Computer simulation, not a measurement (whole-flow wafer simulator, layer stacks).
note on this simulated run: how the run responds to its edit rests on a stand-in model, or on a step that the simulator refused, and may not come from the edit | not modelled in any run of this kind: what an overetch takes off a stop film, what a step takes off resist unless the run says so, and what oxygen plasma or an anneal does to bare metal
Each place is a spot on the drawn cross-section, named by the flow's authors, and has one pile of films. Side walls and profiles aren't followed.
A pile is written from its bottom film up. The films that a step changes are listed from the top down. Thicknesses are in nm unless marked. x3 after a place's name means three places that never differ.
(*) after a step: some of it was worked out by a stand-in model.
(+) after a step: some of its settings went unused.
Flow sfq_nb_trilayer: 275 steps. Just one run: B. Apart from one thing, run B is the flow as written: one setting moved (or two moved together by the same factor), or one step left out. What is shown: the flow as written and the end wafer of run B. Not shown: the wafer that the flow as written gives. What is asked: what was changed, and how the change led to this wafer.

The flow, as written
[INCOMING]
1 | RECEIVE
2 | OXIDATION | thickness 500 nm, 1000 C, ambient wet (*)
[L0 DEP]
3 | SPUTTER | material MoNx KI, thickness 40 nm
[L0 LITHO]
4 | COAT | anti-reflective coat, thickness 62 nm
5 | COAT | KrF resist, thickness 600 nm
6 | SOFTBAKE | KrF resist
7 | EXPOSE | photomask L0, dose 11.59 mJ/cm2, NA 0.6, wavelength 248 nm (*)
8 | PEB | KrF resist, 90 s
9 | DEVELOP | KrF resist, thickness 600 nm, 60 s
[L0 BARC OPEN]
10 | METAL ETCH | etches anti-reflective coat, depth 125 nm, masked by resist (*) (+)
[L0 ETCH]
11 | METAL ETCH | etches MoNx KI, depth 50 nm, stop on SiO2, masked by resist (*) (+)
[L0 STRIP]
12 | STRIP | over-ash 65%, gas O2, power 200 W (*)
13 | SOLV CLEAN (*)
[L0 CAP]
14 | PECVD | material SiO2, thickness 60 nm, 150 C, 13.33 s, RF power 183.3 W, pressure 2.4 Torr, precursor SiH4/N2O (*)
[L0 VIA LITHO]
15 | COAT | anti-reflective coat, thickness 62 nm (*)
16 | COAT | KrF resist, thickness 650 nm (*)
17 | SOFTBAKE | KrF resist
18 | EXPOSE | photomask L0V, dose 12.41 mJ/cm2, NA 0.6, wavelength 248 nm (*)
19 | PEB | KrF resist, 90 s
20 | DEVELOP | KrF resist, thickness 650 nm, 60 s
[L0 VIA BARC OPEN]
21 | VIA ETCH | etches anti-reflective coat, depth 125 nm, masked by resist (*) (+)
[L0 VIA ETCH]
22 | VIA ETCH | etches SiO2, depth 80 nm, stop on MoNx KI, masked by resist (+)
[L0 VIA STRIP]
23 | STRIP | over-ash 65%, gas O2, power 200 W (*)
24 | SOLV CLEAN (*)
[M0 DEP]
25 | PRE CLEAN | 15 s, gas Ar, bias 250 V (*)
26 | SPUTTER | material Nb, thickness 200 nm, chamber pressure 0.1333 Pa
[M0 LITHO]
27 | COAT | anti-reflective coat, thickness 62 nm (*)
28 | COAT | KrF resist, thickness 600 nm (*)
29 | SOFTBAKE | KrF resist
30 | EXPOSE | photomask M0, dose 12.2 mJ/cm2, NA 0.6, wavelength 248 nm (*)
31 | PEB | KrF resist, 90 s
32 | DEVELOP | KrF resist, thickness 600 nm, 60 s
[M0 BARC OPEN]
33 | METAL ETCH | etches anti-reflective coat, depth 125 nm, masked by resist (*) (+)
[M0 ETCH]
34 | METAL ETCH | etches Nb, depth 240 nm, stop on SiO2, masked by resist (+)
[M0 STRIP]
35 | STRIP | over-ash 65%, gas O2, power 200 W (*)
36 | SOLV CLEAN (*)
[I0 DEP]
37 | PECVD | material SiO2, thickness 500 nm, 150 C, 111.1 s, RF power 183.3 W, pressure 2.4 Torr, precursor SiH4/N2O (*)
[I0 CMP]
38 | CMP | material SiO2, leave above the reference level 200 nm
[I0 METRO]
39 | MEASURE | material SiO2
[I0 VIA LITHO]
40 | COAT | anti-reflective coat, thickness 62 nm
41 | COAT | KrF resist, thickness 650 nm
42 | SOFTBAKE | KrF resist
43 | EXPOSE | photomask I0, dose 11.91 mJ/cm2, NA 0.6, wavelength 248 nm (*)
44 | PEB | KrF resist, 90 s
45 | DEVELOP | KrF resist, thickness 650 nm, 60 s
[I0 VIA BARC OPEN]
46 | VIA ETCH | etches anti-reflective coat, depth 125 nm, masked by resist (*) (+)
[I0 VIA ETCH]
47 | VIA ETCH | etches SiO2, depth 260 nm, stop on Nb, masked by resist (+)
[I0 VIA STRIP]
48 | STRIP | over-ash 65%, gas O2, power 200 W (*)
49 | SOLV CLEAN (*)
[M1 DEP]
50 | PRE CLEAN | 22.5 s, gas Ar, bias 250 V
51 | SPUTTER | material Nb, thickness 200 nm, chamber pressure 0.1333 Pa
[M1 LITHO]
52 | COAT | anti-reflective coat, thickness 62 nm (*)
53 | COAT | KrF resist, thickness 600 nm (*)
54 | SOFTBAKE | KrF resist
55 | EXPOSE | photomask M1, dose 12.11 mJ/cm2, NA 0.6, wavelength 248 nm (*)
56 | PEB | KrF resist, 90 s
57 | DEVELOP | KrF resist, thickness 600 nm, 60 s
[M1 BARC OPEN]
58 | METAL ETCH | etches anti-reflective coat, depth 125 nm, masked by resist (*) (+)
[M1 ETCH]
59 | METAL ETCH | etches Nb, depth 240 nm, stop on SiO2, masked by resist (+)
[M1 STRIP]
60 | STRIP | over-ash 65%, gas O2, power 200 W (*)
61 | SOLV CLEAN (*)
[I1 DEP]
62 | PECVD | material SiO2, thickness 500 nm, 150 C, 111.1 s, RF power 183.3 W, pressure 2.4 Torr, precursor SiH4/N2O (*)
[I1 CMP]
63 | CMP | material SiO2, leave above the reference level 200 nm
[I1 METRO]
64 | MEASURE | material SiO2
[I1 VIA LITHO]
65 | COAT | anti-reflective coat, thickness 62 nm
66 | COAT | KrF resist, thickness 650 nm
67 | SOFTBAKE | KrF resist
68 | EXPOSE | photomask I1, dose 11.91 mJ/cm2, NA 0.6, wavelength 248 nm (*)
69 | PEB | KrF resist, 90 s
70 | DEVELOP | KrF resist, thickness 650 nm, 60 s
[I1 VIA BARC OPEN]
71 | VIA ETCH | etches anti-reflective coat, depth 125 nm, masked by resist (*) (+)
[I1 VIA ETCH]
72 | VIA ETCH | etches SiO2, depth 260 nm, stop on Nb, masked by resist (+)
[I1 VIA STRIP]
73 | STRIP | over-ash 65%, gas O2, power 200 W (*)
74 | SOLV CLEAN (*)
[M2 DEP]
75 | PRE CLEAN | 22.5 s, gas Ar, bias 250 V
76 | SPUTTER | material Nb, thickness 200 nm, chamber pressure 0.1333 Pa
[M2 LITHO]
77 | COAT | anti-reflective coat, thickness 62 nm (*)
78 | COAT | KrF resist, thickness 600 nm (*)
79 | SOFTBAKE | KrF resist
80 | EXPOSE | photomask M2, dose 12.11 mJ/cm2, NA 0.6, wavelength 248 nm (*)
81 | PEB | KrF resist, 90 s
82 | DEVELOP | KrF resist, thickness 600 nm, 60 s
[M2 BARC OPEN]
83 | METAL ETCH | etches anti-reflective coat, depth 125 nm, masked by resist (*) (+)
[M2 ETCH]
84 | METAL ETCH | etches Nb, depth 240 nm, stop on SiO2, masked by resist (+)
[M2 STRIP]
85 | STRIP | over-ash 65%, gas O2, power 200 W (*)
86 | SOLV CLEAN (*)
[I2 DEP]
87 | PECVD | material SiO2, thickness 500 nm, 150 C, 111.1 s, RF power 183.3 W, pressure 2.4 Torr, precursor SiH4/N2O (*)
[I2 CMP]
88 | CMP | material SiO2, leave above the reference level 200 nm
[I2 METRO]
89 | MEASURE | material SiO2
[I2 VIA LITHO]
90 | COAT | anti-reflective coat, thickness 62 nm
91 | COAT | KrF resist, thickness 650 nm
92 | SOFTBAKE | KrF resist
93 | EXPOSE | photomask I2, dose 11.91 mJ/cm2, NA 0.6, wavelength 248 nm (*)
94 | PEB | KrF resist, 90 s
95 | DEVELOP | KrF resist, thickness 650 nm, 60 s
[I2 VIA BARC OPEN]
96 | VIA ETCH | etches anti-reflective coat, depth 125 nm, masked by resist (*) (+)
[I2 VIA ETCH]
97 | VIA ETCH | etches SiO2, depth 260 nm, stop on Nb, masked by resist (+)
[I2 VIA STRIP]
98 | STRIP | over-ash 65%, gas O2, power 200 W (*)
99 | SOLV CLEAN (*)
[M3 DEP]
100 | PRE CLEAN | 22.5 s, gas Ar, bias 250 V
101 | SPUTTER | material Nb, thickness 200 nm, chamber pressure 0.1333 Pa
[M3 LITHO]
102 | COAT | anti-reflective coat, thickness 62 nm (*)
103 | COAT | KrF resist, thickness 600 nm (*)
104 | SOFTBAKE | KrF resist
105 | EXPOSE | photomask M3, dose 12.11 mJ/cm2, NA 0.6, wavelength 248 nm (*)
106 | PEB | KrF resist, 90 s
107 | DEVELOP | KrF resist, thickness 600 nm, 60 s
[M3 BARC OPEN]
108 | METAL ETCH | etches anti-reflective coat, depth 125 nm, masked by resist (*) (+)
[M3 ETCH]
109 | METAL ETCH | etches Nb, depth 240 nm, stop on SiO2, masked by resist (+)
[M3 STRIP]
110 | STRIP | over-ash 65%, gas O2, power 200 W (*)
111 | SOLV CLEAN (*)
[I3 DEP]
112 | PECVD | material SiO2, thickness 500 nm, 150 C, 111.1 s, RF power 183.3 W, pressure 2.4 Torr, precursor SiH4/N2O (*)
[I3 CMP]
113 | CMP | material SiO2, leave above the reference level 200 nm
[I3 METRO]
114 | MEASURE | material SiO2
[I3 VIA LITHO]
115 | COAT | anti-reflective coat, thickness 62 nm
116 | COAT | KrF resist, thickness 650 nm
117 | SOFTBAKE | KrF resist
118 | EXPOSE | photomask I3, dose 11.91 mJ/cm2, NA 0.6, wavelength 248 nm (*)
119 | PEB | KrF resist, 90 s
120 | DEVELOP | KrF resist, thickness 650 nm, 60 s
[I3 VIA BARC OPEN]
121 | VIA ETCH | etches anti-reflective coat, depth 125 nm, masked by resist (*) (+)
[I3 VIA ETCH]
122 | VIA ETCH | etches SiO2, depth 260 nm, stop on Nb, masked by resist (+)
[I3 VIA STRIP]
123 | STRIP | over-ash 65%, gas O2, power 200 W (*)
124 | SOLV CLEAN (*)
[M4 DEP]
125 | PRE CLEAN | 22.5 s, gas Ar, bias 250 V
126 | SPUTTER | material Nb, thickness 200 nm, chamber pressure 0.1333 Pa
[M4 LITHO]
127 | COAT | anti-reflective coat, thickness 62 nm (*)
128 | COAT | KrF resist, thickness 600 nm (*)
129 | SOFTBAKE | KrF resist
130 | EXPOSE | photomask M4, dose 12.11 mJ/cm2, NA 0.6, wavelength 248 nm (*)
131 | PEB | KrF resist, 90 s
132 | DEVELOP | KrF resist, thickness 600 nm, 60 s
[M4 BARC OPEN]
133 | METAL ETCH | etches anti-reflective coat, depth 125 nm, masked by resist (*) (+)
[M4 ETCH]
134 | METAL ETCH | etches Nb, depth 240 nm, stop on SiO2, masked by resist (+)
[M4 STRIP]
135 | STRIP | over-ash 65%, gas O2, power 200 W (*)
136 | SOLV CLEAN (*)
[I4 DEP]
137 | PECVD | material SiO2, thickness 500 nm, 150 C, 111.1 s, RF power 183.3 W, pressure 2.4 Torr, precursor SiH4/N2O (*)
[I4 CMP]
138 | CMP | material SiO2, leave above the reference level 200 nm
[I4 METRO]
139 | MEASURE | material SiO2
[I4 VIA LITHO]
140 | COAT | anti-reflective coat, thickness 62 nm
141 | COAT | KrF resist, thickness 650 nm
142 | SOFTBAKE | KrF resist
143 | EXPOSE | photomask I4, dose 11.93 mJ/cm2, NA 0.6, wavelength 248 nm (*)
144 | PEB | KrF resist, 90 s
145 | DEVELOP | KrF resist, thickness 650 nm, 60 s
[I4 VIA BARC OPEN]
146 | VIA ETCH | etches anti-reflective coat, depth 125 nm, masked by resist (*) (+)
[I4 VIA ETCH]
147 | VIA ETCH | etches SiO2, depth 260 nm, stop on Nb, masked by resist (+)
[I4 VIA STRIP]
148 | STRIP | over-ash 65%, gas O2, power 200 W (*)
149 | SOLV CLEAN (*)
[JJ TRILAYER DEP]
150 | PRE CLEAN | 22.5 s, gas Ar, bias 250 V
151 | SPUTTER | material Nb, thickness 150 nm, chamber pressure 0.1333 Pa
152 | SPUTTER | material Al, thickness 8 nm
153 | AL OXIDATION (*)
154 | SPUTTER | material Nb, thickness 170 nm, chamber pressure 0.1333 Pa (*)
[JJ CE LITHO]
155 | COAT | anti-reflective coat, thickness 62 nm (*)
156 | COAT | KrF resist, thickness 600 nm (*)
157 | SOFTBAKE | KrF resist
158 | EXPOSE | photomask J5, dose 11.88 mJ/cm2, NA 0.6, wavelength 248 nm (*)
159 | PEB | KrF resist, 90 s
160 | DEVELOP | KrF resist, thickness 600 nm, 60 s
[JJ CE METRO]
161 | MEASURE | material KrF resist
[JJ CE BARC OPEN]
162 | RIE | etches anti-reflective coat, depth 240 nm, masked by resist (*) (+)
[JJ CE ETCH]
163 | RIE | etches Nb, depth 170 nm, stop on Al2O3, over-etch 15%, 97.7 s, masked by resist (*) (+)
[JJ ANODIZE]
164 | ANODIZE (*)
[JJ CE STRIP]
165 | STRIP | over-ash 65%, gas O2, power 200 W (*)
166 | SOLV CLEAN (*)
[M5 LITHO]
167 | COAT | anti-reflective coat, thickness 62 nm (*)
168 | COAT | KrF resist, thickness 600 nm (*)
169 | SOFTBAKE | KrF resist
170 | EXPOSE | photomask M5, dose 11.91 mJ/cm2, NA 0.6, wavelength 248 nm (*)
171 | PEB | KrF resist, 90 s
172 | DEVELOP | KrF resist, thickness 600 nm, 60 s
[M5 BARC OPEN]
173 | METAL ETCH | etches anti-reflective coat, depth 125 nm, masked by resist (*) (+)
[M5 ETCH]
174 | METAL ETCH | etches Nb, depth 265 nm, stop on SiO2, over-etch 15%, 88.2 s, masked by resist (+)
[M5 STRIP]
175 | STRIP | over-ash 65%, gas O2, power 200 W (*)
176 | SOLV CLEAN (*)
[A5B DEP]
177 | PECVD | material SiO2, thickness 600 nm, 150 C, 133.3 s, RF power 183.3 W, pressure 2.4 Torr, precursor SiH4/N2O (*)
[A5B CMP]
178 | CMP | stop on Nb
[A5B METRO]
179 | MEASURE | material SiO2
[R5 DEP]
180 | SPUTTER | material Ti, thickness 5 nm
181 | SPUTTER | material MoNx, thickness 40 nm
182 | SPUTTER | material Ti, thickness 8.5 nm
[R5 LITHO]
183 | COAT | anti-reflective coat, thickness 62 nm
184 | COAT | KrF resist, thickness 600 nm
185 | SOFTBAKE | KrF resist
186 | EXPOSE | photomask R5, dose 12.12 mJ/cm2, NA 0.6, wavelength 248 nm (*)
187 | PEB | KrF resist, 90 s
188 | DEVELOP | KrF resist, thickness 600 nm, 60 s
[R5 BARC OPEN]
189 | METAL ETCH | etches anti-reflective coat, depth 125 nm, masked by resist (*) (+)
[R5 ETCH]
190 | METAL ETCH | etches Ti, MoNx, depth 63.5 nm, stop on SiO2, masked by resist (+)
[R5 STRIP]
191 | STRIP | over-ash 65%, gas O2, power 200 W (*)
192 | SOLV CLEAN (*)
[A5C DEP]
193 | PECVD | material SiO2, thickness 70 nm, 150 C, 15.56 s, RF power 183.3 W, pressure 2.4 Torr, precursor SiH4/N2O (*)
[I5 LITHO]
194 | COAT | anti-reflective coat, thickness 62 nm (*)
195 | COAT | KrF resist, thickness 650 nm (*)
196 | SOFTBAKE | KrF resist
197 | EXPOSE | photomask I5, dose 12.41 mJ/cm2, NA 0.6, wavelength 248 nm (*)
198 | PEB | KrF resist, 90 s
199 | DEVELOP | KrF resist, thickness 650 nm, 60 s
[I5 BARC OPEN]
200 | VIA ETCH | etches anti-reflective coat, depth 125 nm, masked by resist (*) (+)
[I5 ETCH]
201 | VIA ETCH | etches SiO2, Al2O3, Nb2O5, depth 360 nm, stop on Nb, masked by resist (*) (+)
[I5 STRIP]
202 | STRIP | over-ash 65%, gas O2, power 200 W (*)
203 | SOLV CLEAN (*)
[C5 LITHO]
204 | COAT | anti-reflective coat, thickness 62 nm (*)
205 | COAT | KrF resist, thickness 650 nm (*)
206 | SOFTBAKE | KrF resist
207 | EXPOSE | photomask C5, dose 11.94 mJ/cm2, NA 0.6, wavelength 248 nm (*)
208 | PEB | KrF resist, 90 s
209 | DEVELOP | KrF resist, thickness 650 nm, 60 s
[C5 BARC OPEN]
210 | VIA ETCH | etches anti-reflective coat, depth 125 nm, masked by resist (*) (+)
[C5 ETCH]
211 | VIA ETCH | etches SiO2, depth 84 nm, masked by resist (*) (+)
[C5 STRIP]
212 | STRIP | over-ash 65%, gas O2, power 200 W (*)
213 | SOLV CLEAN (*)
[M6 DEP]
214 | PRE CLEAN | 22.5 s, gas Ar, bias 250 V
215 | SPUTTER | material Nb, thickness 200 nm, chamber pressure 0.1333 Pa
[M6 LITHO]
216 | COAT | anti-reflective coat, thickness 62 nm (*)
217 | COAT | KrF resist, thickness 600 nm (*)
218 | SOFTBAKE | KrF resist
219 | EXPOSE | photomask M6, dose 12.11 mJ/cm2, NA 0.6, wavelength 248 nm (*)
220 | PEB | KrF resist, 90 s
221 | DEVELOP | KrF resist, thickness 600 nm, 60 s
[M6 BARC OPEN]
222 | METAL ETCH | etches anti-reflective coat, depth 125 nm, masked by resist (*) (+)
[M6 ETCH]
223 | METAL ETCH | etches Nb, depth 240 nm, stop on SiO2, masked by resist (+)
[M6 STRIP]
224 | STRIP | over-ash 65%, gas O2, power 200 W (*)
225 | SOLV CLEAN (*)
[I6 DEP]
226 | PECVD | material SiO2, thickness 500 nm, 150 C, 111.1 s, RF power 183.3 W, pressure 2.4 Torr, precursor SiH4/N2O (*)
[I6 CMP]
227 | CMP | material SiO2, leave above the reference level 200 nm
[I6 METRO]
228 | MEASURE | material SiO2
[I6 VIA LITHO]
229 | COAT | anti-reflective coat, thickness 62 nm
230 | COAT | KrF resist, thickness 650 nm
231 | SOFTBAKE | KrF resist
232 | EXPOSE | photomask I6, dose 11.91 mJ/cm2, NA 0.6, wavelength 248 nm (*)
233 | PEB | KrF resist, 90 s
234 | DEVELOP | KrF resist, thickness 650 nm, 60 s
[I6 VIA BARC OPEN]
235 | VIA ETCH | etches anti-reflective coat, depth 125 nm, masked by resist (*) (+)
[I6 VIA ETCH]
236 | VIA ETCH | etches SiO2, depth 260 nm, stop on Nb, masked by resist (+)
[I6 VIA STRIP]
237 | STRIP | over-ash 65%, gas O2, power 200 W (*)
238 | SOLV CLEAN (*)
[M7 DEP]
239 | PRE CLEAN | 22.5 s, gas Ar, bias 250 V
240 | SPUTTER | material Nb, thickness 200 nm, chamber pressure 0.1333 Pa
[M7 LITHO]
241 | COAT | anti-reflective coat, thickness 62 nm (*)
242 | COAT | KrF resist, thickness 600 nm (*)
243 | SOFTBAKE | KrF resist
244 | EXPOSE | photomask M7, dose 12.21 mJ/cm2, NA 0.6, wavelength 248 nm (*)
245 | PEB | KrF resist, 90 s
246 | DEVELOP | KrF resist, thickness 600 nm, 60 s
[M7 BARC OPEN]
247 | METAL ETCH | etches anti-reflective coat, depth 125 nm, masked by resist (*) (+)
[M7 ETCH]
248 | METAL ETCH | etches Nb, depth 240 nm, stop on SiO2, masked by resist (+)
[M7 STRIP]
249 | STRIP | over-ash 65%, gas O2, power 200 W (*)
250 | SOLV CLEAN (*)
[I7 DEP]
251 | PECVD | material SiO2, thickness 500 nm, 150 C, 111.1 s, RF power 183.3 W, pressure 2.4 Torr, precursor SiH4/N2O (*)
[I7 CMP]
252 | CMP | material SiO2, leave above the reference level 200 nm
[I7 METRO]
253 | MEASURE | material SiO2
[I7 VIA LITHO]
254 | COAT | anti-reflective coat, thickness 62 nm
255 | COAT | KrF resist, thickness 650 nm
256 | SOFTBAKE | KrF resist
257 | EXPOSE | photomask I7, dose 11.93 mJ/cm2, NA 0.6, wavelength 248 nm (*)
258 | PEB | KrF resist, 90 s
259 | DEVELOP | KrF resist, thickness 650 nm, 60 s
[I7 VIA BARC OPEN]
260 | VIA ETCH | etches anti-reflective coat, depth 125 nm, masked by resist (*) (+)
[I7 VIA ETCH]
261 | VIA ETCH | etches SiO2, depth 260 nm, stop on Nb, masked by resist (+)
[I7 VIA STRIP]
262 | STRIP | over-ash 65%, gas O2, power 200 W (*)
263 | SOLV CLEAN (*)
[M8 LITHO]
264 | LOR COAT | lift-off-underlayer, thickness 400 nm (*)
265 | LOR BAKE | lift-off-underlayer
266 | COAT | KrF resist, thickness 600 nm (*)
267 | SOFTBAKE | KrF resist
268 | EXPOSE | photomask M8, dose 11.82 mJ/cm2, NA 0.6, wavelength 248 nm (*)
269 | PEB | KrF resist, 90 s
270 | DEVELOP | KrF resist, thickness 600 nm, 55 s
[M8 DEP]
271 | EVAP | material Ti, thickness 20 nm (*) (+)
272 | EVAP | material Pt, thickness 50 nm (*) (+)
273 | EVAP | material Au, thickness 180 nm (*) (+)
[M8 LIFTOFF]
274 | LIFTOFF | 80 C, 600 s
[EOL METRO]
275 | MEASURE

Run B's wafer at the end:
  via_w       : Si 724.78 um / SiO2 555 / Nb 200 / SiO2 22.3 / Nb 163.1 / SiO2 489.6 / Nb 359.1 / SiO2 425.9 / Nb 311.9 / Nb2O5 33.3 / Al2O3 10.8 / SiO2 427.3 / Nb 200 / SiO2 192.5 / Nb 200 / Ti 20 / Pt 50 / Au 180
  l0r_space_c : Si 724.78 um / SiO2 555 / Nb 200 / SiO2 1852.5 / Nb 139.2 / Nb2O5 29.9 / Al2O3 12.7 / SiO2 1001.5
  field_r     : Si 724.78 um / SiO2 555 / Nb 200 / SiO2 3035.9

Cause: step 38, CMP: leave above the reference level 290 nm was run, while the flow as written has leave above the reference level 200 nm.

How this came from the change, step by step:
  38 | CMP | material SiO2, leave above the reference level 200 nm
      v_sur, via_wl, via_w and 94 more: -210 SiO2 (it would be, as written: -300 SiO2)
      field_l, l0_sur, l0r_line_l, l0r_line_c, l0r_line_r: -250 SiO2 (it would be, as written: -340 SiO2)
      (and at 4 other places as well)
  47 | VIA ETCH | etches SiO2, depth 260 nm, stop on Nb, masked by resist (+)
      via_w: -260 SiO2 (it would be, as written: -199.8 SiO2 (all of it))
  50 | PRE CLEAN | 22.5 s, gas Ar, bias 250 V
      via_w: -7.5 SiO2 (it would be, as written: -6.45 Nb)
  51 | SPUTTER | material Nb, thickness 200 nm, chamber pressure 0.1333 Pa
      via_w: +163.1 Nb (new film) (it would be, as written: +174.5 Nb)
  52 | COAT | anti-reflective coat, thickness 62 nm (*)
      via_w: +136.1 anti-reflective coat (new film) (it would be, as written: +123.1 anti-reflective coat (new film))
      via_wr: +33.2 anti-reflective coat (new film) (it would be, as written: +34.9 anti-reflective coat (new film))
  53 | COAT | KrF resist, thickness 600 nm (*)
      via_w: +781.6 KrF resist (new film) (it would be, as written: +731.8 KrF resist (new film))
  60 | STRIP | over-ash 65%, gas O2, power 200 W (*)
      via_w: -563.6 KrF resist (all of it), -136.1 anti-reflective coat (all of it) (it would be, as written: -513.8 KrF resist (all of it), -123.1 anti-reflective coat (all of it))
      via_wr: -378.6 KrF resist (all of it), -33.2 anti-reflective coat (all of it) (it would be, as written: -384.4 KrF resist (all of it), -34.9 anti-reflective coat (all of it))
  62 | PECVD | material SiO2, thickness 500 nm, 150 C, 111.1 s, RF power 183.3 W, pressure 2.4 Torr, precursor SiH4/N2O (*)
      via_w: +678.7 SiO2 (new film) (it would be, as written: +606 SiO2 (new film))
Taking metal films that touch as one body, via_w has 6 bodies (between them, from the top down: SiO2 192.5; SiO2 427.3 / Al2O3 10.8 / Nb2O5 33.3; SiO2 425.9; SiO2 489.6; SiO2 22.3); the flow as written gives 5 bodies (between them, from the top down: SiO2 192.5; SiO2 427.3 / Al2O3 10.8 / Nb2O5 33.3; SiO2 425.9; SiO2 416.9).
